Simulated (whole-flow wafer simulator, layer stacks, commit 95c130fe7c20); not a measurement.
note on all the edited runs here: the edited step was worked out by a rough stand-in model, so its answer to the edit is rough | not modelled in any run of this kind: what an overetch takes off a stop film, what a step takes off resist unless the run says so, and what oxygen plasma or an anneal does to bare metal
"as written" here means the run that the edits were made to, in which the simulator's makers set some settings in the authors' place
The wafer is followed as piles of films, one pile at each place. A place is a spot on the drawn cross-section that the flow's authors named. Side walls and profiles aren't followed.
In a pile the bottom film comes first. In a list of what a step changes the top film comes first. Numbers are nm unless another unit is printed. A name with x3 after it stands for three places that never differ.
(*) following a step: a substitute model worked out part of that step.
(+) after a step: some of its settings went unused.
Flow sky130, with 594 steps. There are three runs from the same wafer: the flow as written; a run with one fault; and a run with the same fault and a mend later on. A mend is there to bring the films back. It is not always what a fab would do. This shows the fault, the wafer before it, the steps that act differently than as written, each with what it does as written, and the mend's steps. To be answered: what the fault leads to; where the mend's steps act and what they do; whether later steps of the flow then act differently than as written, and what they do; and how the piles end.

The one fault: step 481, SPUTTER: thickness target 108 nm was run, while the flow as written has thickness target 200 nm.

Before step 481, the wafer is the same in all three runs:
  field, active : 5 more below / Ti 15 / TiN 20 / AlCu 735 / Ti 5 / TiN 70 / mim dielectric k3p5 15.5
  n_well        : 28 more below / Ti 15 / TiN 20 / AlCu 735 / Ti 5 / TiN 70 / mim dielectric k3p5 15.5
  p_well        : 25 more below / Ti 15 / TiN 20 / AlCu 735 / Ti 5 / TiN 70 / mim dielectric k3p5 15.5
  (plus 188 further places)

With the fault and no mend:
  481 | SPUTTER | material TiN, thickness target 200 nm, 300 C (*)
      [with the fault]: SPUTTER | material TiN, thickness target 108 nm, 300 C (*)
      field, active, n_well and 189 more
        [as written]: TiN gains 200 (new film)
        [with the fault]: TiN gains 108 (new film)
  Steps later in the flow that act otherwise than as written (not shown: 4 more steps that differ only slightly, by at most 2% or 0.5 nm, whichever is larger):
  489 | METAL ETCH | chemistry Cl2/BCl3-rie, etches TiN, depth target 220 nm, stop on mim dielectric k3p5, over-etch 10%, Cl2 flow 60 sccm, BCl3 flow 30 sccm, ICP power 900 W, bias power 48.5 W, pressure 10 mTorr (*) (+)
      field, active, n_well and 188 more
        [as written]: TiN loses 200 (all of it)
        [with the fault]: TiN loses 108 (all of it)
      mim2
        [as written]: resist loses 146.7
        [with the fault]: resist loses 79.2
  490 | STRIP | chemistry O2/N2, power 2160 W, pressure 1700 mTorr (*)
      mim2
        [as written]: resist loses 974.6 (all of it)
        [with the fault]: resist loses 1042.1 (all of it)
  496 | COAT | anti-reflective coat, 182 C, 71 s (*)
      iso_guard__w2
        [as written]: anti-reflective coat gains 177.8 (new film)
        [with the fault]: anti-reflective coat gains 119.6 (new film)
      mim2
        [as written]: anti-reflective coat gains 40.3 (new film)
        [with the fault]: anti-reflective coat gains 30.7 (new film)
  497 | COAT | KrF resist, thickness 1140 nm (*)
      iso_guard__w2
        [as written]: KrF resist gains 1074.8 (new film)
        [with the fault]: KrF resist gains 1114.1 (new film)
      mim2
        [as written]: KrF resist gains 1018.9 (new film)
        [with the fault]: KrF resist gains 1097.4 (new film)
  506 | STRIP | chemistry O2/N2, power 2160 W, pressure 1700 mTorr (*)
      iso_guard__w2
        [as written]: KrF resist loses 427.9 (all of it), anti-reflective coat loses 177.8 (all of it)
        [with the fault]: KrF resist loses 467.1 (all of it), anti-reflective coat loses 119.6 (all of it)
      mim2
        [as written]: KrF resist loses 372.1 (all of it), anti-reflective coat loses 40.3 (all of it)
        [with the fault]: KrF resist loses 450.4 (all of it), anti-reflective coat loses 30.7 (all of it)
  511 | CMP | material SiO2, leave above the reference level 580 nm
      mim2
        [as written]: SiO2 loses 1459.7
        [with the fault]: SiO2 loses 1367.7
  At mim2, the piles at the end differ from the flow's by more than 2% or 0.5 nm, whichever is larger.
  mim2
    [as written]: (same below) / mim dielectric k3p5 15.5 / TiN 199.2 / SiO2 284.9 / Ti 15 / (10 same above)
    [with the fault]: (same below) / mim dielectric k3p5 15.5 / TiN 107.2 / SiO2 376.9 / Ti 15 / (10 same above)

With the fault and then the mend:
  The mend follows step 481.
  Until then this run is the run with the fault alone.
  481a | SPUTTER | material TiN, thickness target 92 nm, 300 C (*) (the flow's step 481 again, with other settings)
      field, active, n_well and 189 more
        TiN gains 92
  Later steps of the flow that are run all act as written at every place that is followed.
  By the end, the piles equal the flow's at every place that both follow.
